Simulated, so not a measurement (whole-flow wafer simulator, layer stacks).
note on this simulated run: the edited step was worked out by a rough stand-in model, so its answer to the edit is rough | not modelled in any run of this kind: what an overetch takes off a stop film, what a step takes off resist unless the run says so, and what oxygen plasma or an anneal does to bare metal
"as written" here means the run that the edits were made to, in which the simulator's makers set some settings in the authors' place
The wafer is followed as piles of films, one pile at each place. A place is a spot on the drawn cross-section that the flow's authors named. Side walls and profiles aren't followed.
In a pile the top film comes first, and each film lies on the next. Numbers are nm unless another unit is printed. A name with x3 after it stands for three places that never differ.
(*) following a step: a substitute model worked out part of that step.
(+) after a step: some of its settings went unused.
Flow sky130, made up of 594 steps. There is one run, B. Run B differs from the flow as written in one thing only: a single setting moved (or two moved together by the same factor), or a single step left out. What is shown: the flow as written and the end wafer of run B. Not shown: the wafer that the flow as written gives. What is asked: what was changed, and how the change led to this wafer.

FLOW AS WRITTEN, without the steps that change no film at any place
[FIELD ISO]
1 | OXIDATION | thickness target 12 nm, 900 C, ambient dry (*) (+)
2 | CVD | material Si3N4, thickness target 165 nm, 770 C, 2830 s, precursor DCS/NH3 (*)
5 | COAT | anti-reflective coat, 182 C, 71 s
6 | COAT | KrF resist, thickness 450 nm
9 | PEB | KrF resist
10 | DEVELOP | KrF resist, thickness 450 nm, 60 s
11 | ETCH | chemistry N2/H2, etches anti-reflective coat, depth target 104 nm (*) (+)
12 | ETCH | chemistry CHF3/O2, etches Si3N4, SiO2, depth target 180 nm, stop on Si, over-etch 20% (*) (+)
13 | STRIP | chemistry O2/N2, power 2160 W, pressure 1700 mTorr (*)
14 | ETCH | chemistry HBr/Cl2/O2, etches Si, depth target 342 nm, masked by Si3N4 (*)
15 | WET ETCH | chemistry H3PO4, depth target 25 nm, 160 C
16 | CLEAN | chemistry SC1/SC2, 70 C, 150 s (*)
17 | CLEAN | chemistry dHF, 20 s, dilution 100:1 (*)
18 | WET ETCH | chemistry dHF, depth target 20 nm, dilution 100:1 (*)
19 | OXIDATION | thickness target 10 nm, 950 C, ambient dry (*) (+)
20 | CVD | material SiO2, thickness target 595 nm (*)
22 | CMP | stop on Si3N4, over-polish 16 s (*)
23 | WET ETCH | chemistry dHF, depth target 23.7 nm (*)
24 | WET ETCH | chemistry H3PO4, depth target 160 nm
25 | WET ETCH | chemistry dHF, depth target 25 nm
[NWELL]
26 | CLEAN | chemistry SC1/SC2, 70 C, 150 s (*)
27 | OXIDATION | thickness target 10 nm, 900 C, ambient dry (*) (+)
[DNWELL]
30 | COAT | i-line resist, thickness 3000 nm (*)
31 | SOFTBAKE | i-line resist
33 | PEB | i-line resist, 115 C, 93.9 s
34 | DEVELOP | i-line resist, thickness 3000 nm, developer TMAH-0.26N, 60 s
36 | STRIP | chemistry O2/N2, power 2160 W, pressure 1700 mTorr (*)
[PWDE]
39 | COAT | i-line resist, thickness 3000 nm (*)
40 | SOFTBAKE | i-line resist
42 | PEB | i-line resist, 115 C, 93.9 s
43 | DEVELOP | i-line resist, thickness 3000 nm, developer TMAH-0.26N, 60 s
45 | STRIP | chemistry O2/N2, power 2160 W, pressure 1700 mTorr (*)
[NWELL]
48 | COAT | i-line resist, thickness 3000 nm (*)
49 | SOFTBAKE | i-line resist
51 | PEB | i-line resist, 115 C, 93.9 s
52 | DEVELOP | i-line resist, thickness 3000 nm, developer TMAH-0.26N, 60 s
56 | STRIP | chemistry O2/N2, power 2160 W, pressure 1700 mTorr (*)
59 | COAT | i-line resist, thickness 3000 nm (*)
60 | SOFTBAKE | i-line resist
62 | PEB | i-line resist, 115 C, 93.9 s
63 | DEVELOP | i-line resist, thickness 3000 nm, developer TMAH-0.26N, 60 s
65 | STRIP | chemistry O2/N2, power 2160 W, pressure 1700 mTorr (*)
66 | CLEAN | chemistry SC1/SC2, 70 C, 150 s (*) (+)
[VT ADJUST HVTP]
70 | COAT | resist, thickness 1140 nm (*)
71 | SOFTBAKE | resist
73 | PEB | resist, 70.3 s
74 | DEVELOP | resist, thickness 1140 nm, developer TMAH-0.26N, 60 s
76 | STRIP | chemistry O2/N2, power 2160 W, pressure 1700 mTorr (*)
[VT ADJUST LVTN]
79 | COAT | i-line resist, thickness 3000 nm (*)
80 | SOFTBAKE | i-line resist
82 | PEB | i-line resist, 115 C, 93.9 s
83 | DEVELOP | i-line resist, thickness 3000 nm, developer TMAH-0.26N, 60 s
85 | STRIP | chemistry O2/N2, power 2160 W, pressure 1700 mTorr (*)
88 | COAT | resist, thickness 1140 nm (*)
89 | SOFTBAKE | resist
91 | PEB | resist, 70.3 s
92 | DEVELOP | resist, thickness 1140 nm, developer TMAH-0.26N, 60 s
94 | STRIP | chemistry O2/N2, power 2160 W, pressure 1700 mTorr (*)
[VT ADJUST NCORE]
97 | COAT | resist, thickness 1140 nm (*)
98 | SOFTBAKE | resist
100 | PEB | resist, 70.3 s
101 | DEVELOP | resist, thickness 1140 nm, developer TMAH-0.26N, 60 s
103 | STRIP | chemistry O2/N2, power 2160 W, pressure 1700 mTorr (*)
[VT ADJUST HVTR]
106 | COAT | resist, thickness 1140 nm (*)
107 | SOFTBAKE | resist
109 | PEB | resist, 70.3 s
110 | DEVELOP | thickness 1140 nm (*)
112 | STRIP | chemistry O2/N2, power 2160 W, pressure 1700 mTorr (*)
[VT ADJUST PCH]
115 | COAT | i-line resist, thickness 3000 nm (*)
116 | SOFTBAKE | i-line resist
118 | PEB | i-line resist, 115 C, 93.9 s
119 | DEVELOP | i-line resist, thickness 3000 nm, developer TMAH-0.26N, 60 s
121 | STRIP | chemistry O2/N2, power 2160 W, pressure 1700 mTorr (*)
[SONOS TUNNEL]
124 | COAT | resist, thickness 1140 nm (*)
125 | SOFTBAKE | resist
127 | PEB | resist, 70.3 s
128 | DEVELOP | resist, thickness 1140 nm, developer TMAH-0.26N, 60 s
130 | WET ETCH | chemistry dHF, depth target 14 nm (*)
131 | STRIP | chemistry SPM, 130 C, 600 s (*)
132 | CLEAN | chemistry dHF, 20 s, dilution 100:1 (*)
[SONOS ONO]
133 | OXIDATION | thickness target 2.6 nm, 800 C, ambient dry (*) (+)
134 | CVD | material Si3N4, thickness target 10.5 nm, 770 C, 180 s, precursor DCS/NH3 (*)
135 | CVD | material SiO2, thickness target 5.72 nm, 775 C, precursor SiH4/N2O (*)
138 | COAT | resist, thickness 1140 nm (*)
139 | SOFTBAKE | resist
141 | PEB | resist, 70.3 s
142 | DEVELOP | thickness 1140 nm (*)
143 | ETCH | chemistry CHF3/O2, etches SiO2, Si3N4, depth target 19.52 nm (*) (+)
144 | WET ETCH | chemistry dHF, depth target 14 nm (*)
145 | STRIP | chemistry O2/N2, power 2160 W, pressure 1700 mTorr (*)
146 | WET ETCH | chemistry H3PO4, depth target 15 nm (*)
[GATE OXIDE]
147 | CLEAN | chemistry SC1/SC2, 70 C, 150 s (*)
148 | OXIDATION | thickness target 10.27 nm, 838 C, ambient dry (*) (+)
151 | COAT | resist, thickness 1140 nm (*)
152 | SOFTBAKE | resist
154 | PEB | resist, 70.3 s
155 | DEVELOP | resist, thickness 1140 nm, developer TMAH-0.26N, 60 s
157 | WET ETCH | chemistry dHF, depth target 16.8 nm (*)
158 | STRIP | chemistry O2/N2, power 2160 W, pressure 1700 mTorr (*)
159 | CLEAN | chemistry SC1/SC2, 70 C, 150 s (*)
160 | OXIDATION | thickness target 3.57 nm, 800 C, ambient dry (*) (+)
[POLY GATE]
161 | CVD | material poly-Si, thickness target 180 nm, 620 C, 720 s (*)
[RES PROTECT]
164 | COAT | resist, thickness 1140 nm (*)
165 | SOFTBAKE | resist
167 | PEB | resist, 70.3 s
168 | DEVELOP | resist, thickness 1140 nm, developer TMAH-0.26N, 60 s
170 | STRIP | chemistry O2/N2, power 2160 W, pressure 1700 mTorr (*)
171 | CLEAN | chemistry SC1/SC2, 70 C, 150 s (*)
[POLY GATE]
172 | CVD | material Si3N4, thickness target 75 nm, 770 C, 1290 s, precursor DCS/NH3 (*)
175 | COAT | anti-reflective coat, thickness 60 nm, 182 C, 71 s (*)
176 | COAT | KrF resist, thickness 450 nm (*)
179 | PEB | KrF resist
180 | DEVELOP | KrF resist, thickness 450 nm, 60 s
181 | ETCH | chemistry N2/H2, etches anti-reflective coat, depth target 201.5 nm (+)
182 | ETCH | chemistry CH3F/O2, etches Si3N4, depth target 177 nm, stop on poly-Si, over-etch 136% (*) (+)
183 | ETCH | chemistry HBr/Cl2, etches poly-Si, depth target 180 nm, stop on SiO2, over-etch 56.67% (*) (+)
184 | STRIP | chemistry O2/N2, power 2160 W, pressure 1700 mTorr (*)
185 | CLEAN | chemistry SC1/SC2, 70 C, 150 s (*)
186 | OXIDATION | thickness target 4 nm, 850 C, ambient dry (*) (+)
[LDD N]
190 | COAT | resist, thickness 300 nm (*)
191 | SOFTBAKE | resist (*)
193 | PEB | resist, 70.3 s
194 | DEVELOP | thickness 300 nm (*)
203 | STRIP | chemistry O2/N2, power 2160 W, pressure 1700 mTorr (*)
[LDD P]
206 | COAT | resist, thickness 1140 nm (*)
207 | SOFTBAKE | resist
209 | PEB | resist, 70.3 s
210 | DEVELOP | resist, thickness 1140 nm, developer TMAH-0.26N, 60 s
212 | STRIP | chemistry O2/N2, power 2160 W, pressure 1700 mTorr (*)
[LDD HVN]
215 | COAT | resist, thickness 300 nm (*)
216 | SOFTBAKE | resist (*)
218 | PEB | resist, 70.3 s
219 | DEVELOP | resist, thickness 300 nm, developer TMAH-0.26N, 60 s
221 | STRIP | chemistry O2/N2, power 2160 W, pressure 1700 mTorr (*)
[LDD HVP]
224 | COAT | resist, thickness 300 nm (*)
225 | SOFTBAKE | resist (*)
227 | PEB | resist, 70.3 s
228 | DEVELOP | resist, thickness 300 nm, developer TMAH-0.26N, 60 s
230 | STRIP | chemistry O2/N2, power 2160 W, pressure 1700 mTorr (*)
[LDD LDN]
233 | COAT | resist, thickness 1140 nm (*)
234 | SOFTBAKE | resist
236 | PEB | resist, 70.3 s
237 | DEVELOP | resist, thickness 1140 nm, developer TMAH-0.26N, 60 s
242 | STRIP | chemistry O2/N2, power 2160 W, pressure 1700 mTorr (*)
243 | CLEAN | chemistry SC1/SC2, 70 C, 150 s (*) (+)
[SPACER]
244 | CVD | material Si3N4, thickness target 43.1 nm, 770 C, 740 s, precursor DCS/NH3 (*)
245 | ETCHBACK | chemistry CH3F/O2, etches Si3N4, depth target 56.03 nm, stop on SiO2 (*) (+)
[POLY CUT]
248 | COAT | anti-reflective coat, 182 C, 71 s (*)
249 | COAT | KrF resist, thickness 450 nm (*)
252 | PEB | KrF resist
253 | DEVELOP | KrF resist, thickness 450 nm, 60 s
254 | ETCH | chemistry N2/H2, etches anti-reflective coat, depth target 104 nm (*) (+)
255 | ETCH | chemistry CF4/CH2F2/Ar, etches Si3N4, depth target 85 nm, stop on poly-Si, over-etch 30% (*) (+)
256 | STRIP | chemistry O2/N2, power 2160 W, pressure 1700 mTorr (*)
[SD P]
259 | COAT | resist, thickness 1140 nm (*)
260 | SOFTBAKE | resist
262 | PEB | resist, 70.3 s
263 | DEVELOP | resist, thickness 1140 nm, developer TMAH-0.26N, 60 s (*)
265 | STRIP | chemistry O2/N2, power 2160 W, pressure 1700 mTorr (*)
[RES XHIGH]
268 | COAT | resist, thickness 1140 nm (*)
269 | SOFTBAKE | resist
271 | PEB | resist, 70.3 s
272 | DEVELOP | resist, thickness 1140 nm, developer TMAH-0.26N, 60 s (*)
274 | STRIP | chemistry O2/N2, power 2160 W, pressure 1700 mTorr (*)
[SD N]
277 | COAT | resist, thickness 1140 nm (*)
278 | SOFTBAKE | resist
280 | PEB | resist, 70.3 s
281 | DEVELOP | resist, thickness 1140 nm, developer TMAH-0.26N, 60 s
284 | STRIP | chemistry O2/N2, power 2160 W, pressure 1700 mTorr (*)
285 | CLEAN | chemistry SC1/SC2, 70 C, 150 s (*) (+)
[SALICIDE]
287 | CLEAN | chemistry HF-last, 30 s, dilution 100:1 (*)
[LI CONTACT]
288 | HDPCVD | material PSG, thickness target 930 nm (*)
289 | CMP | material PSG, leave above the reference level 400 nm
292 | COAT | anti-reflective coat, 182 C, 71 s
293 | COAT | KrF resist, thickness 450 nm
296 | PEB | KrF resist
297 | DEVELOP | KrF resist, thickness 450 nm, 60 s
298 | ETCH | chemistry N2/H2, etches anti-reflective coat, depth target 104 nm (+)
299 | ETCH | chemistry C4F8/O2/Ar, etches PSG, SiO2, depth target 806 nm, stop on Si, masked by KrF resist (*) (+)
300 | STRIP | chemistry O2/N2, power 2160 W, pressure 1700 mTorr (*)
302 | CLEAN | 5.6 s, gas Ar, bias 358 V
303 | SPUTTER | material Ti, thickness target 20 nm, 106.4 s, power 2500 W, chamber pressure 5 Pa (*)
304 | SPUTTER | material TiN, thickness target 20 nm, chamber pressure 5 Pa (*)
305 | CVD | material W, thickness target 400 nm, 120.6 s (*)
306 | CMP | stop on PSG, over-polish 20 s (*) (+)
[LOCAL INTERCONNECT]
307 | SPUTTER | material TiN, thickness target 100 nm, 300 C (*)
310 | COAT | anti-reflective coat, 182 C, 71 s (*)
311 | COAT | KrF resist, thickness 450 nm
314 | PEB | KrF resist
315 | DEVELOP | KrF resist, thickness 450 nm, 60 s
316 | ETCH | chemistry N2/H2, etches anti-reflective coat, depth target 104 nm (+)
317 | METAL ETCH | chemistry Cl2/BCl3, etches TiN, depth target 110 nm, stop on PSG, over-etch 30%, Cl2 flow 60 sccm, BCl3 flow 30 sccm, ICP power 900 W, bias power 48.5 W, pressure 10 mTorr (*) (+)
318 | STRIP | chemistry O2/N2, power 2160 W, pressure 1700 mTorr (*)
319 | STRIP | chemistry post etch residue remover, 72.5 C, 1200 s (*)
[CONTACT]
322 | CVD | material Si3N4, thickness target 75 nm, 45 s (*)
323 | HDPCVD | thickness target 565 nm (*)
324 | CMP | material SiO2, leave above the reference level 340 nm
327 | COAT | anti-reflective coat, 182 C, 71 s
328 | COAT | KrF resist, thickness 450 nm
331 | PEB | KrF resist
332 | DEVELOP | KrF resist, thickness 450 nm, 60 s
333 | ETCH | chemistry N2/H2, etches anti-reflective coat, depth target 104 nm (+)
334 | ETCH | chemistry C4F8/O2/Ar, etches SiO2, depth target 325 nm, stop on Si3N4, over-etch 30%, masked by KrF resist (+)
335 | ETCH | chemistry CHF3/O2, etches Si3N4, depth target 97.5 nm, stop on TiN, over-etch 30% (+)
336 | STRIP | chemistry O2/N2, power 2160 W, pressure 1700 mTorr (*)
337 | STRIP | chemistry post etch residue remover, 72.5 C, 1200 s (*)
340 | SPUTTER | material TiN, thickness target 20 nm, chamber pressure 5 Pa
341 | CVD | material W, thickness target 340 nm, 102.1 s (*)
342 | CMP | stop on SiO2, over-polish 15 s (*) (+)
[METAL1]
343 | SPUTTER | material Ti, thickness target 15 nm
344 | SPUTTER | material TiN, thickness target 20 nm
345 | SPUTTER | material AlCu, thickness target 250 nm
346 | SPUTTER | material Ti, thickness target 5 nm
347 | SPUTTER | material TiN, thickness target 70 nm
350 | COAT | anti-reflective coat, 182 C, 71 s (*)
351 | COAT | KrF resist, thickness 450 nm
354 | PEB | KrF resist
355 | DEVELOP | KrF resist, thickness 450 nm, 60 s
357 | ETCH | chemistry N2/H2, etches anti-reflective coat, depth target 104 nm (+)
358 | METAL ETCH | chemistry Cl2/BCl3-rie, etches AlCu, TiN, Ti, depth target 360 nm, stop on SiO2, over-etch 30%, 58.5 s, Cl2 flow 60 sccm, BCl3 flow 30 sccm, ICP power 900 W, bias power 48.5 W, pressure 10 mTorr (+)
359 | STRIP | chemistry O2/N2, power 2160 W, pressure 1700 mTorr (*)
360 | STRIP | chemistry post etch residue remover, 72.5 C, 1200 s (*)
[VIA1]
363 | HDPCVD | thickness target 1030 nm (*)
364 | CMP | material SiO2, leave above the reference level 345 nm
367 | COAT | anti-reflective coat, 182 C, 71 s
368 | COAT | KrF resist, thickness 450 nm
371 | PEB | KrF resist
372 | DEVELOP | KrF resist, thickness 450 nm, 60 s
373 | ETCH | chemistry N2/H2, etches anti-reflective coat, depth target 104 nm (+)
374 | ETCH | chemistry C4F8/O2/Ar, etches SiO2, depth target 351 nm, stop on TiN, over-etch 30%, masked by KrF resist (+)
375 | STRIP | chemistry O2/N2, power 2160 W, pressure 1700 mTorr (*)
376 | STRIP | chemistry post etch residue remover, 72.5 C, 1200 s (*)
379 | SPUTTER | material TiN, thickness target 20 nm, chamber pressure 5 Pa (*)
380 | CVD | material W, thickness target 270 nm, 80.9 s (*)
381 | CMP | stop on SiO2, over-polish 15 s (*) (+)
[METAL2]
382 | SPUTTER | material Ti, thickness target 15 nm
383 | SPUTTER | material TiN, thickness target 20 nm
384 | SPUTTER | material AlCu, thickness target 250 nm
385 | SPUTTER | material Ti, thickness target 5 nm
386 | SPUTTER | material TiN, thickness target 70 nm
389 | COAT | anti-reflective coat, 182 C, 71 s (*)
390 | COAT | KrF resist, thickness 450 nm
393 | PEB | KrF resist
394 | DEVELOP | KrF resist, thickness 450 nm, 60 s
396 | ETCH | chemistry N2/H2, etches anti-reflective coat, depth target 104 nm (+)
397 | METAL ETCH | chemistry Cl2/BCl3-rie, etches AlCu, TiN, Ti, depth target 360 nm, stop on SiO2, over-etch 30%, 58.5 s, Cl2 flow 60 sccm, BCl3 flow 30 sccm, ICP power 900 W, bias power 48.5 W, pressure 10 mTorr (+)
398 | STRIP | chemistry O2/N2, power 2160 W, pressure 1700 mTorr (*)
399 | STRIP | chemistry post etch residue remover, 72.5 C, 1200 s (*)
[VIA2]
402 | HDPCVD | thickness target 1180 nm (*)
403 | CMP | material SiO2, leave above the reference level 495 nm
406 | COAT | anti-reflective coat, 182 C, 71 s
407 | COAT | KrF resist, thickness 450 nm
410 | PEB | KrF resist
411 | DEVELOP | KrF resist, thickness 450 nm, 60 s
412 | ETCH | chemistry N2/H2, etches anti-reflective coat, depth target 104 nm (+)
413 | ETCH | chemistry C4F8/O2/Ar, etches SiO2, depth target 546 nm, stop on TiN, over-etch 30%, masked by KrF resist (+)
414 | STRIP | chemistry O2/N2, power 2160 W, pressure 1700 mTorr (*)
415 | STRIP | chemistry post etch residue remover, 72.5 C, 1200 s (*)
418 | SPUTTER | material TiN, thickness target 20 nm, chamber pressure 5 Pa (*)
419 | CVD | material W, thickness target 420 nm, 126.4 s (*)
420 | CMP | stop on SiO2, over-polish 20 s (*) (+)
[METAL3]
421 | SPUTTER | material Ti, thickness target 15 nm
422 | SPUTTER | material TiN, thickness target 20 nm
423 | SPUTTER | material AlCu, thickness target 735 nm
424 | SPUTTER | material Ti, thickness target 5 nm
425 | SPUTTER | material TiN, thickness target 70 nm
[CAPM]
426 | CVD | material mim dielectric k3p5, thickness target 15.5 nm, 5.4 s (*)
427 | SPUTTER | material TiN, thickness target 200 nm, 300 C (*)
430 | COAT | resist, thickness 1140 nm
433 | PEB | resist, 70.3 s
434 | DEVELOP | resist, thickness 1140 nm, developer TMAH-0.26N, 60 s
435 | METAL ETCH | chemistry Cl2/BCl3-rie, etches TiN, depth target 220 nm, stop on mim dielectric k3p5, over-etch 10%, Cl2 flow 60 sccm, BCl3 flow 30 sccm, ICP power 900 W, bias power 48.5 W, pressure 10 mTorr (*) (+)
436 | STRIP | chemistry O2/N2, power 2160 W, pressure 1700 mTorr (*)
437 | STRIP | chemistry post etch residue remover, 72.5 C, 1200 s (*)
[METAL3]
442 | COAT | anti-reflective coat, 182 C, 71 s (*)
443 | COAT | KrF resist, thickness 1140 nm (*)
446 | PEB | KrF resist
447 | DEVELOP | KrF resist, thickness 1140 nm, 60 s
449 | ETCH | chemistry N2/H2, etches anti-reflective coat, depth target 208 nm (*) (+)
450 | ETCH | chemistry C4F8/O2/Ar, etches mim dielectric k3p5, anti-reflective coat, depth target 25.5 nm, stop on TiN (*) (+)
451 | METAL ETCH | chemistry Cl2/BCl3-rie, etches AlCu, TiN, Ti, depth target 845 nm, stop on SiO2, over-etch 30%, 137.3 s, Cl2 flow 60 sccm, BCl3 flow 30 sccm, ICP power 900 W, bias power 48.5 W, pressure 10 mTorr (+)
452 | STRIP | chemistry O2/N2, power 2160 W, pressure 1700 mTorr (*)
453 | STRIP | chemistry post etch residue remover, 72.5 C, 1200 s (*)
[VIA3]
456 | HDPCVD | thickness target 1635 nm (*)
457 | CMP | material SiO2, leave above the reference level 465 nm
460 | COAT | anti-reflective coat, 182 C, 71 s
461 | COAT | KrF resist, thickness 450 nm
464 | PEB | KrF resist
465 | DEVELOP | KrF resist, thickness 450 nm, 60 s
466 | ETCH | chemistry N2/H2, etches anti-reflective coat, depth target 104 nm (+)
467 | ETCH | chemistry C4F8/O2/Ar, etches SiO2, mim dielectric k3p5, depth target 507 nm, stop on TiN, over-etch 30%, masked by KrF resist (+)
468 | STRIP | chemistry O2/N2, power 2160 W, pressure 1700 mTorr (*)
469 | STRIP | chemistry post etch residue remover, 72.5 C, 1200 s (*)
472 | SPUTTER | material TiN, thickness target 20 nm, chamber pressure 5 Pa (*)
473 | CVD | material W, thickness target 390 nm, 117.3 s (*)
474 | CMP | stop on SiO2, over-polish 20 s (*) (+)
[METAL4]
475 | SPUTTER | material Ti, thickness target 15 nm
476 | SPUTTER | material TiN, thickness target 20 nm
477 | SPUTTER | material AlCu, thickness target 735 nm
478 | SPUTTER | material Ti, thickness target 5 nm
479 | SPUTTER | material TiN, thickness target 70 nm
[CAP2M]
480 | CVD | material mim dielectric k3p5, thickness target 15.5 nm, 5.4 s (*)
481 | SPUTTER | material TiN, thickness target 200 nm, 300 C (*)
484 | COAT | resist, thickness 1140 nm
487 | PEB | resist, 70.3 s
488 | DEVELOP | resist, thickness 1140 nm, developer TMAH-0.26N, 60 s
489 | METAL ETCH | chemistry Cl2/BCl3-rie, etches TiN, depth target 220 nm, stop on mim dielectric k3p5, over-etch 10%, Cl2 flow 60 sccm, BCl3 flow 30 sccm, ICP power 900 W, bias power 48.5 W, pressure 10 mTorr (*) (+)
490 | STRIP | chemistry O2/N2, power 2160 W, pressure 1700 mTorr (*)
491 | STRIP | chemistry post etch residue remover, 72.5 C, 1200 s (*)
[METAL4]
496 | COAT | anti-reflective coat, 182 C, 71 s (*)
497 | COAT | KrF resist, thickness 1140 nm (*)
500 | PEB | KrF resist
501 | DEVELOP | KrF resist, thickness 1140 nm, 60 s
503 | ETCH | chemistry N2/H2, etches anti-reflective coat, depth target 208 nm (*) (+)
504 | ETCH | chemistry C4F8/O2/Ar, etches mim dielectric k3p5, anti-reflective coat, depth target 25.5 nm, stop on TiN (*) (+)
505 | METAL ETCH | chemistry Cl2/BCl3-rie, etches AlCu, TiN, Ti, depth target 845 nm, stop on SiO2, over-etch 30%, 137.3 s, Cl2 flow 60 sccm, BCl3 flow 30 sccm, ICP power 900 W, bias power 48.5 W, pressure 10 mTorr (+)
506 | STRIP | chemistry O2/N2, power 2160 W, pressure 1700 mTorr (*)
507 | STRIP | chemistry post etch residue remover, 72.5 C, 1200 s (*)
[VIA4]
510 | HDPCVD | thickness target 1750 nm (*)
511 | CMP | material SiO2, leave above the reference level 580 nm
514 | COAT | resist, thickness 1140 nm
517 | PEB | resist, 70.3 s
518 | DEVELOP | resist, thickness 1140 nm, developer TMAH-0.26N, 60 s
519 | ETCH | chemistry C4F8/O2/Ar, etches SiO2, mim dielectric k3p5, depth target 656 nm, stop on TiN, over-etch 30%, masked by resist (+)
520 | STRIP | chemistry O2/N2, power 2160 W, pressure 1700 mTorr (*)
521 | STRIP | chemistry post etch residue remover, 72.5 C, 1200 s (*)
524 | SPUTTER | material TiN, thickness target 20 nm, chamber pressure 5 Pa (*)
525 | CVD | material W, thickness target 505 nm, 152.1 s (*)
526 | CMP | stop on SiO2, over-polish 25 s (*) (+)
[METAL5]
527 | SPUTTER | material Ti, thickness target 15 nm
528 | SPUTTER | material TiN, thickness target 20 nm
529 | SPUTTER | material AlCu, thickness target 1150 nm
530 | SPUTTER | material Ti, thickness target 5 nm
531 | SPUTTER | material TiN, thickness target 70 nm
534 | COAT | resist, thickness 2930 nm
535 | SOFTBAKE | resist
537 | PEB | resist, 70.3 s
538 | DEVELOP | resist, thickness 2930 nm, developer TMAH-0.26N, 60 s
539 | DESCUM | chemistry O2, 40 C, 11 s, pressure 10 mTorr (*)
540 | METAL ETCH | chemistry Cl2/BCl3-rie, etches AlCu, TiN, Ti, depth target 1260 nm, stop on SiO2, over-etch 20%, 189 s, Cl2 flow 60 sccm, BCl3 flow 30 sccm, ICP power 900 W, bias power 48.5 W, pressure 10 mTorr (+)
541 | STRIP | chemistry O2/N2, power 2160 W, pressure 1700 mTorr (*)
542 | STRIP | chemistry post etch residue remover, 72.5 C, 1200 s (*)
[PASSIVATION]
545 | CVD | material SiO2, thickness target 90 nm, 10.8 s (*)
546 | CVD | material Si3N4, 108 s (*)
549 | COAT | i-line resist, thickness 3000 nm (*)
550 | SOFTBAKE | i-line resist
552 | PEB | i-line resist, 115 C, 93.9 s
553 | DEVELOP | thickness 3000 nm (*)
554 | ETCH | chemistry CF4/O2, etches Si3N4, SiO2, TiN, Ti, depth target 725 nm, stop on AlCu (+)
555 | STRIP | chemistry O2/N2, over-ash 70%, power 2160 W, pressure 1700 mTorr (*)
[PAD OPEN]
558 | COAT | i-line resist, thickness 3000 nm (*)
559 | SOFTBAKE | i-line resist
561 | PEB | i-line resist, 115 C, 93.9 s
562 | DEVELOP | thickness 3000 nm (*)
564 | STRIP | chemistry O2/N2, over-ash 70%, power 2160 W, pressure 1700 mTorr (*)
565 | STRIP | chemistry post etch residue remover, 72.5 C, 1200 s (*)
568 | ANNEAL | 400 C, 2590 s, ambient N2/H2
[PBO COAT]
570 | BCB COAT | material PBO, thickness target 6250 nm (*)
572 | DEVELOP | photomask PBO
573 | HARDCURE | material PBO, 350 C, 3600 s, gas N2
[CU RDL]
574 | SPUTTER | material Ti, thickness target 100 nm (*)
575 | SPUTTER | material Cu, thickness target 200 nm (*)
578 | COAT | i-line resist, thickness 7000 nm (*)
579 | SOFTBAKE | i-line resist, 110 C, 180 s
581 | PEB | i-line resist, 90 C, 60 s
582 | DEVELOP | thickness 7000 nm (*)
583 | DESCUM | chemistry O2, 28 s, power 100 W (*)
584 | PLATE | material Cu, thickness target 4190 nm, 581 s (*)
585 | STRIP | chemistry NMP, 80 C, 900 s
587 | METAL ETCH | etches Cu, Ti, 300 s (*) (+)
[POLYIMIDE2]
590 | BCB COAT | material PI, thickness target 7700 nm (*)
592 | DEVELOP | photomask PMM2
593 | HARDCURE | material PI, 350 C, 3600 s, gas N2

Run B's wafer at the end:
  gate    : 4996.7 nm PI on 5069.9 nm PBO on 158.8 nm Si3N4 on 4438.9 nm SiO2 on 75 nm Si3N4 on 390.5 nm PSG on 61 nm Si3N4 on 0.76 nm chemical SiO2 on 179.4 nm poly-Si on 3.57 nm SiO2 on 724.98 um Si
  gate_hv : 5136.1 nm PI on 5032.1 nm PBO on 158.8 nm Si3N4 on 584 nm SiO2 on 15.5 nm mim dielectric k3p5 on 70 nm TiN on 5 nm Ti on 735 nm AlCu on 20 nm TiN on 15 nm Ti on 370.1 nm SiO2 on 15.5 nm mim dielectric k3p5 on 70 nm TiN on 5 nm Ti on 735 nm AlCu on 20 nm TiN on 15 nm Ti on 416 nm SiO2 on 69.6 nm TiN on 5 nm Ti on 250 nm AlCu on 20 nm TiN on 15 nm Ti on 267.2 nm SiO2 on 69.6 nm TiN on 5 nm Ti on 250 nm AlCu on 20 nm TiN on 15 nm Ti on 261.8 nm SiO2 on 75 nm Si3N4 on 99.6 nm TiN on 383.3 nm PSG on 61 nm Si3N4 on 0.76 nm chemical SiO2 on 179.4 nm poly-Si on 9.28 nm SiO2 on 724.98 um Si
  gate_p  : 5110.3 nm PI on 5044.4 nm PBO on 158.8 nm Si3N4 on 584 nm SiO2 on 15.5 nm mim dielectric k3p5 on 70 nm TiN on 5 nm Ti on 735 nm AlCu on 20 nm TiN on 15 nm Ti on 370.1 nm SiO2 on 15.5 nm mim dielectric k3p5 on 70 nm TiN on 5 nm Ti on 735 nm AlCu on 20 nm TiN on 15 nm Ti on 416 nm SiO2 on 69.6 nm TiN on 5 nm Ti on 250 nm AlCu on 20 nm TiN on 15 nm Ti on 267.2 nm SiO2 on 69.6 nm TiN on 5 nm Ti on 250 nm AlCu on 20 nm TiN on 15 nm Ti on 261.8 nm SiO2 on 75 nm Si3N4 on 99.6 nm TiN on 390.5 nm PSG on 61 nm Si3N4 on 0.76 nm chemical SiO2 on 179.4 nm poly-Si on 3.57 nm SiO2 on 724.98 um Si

The reason: step 148, OXIDATION: thickness target 8.728 nm was run, whereas the flow has thickness target 10.27 nm.

How this came from the change, step by step:
  148 | OXIDATION | thickness target 10.27 nm, 838 C, ambient dry (*) (+)
      active, n_well, p_well and 98 more: +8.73 SiO2 (new film), -0.76 chemical SiO2 (all of it), -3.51 Si (in the flow as written it would be: +10.3 SiO2 (new film), -0.76 chemical SiO2 (all of it), -4.18 Si)
  157 | WET ETCH | chemistry dHF, depth target 16.8 nm (*)
      active, n_well, p_well and 58 more: -8.73 SiO2 (all of it) (in the flow as written it would be: -10.3 SiO2 (all of it))
  248 | COAT | anti-reflective coat, 182 C, 71 s (*)
      gate_p_g5v0: +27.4 anti-reflective coat (new film) (in the flow as written it would be: +26.8 anti-reflective coat (new film))
  256 | STRIP | chemistry O2/N2, power 2160 W, pressure 1700 mTorr (*)
      gate_p_g5v0: -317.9 KrF resist (all of it), -27.4 anti-reflective coat (all of it) (in the flow as written it would be: -317.7 KrF resist (all of it), -26.8 anti-reflective coat (all of it))
  306 | CMP | stop on PSG, over-polish 20 s (*) (+)
      poly_licon: -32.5 W (in the flow as written it would be: -33.3 W)
